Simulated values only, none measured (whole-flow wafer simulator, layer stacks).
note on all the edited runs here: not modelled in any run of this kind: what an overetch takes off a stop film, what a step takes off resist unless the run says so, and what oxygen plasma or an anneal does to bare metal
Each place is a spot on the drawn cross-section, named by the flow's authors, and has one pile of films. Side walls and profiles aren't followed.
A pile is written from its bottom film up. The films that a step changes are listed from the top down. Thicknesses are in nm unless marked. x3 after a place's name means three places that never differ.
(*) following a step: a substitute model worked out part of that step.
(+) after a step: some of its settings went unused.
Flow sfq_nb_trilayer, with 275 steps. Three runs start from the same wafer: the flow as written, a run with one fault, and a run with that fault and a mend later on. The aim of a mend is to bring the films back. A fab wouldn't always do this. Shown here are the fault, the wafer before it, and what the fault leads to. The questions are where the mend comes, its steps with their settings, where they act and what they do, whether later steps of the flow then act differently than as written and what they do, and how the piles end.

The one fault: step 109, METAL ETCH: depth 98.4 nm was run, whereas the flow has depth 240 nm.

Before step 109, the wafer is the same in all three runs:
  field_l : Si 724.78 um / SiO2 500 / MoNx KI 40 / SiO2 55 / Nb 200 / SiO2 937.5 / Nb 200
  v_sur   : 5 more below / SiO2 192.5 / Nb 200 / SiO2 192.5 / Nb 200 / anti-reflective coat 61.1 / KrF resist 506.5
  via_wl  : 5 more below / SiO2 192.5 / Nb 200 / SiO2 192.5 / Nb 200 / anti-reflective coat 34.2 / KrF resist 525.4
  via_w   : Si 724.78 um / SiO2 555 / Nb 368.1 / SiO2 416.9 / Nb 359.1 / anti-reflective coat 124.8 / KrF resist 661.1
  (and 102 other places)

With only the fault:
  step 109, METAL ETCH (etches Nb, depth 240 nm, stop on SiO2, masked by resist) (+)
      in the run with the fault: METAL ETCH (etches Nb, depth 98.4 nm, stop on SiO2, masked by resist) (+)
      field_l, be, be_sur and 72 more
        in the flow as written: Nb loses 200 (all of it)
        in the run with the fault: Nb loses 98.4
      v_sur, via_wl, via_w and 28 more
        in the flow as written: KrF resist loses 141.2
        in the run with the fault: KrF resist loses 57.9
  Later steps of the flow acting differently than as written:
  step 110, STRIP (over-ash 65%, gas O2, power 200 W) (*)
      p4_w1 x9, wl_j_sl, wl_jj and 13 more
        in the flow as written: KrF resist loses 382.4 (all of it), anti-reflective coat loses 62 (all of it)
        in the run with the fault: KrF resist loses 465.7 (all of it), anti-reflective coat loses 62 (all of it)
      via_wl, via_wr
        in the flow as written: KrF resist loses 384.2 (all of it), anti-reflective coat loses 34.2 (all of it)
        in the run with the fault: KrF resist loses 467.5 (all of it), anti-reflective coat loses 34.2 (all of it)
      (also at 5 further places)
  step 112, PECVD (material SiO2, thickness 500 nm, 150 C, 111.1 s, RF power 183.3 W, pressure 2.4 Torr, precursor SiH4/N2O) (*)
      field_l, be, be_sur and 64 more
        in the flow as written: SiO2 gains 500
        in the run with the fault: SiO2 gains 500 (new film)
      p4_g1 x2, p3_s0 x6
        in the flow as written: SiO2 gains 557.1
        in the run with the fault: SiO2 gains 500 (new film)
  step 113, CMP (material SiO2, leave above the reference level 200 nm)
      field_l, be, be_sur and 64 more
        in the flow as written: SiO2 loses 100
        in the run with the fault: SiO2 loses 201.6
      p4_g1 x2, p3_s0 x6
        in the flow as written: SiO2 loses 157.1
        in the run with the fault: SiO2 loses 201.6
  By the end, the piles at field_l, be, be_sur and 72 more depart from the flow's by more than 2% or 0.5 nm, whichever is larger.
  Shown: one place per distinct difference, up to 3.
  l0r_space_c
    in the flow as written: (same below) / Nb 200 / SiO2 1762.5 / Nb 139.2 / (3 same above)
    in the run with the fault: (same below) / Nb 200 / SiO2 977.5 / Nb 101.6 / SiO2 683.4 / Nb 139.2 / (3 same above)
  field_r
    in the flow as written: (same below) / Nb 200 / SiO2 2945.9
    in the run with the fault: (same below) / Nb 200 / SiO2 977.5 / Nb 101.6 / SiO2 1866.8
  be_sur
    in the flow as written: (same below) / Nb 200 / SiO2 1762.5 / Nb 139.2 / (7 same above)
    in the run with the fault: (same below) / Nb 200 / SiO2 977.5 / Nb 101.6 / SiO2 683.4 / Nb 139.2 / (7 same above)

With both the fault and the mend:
  The mend stands after step 109.
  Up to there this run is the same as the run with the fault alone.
  step 109a, METAL ETCH (etches Nb, depth 141.6 nm, stop on SiO2, masked by resist) (+) (the flow's step 109, run once more with other settings)
      field_l, be, be_sur and 72 more
        Nb loses 101.6 (all of it)
      v_sur, via_wl, via_w and 28 more
        KrF resist loses 83.3
  None of the later steps of the flow acts differently than as written at any place that is followed.
  The piles end the same as the flow's at every place that both follow.
